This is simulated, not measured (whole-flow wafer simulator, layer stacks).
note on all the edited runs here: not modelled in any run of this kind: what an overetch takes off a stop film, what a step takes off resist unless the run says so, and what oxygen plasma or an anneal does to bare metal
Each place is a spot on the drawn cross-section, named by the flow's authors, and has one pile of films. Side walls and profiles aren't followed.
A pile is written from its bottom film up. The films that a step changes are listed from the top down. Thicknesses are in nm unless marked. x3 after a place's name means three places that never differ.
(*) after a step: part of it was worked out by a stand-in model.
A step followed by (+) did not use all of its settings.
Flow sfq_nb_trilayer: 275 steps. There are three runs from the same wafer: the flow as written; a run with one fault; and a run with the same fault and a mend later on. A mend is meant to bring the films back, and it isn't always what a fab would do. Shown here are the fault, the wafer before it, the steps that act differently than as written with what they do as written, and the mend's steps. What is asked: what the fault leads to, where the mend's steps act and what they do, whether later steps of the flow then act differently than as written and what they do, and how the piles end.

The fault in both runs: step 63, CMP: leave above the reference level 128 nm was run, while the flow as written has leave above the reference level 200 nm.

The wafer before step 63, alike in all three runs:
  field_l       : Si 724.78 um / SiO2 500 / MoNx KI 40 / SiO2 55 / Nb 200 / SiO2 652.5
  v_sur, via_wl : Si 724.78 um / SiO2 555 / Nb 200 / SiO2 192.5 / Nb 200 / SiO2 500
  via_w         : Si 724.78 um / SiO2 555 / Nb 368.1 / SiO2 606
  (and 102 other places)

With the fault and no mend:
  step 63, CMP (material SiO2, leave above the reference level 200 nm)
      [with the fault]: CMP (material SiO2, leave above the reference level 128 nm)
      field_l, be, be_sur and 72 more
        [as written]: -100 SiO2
        [with the fault]: -172 SiO2
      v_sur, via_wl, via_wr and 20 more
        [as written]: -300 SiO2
        [with the fault]: -372 SiO2
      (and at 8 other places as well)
  Later steps of the flow acting differently than as written (3 more steps, not shown, differ only slightly: by at most 2% or 0.5 nm, whichever is larger):
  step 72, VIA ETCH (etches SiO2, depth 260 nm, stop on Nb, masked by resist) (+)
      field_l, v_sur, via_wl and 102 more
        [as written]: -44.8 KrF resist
        [with the fault]: -33.1 KrF resist
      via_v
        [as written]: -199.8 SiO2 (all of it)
        [with the fault]: -127.8 SiO2 (all of it)
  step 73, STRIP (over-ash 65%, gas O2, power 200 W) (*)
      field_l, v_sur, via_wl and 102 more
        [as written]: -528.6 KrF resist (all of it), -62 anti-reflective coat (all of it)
        [with the fault]: -540.4 KrF resist (all of it), -62 anti-reflective coat (all of it)
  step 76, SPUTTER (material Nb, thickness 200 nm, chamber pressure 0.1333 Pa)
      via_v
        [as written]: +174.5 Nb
        [with the fault]: +189 Nb
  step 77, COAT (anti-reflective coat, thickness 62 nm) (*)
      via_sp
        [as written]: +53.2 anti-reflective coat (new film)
        [with the fault]: +54.7 anti-reflective coat (new film)
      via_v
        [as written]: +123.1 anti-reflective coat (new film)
        [with the fault]: +106.6 anti-reflective coat (new film)
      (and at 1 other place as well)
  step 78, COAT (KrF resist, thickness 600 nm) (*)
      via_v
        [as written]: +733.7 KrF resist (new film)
        [with the fault]: +675.3 KrF resist (new film)
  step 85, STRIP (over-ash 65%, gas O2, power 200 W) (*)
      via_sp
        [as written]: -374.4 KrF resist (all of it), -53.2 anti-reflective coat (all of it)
        [with the fault]: -379.1 KrF resist (all of it), -54.7 anti-reflective coat (all of it)
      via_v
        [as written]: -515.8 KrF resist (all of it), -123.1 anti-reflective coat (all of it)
        [with the fault]: -457.5 KrF resist (all of it), -106.6 anti-reflective coat (all of it)
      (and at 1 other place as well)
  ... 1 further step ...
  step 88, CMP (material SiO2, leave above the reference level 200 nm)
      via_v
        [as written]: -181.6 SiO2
        [with the fault]: -162.1 SiO2
  By the end, the piles at field_l, v_sur, via_wl and 103 more depart from the flow's by more than 2% or 0.5 nm, whichever is larger.
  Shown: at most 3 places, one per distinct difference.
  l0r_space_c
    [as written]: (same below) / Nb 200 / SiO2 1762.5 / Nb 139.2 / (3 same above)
    [with the fault]: (same below) / Nb 200 / SiO2 1690.5 / Nb 139.2 / (3 same above)
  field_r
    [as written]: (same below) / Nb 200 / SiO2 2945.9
    [with the fault]: (same below) / Nb 200 / SiO2 2873.9
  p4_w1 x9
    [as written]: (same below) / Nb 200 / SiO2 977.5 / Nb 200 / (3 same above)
    [with the fault]: (same below) / Nb 200 / SiO2 905.5 / Nb 200 / (3 same above)

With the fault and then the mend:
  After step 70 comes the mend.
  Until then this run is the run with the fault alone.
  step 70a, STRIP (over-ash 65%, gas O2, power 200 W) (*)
      field_l, v_sur, via_wl and 102 more
        -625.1 KrF resist (all of it), -62 anti-reflective coat (all of it)
      via_v
        -62 anti-reflective coat (all of it)
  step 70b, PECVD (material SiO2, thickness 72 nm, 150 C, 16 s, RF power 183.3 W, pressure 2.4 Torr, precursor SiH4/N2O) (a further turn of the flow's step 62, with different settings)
      field_l, v_sur, via_wl and 103 more
        +72 SiO2
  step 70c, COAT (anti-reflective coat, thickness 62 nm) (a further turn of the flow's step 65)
      field_l, v_sur, via_wl and 103 more
        +62 anti-reflective coat (new film)
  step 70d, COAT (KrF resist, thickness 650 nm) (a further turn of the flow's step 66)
      field_l, v_sur, via_wl and 103 more
        +650 KrF resist (new film)
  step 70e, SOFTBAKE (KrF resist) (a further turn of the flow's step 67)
      leaves every film unchanged at each place that is followed
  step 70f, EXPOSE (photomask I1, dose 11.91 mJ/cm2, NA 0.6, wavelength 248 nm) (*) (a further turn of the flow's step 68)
      leaves every film unchanged at each place that is followed
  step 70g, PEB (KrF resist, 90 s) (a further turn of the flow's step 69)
      field_l, v_sur, via_wl and 103 more
        -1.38 KrF resist
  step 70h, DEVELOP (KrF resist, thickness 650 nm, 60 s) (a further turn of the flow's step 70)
      field_l, v_sur, via_wl and 102 more
        -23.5 KrF resist
      via_v
        -648.6 KrF resist (all of it)
  None of the later steps of the flow acts differently than as written at any place that is followed.
  The piles end the same as the flow's at every place that both follow.
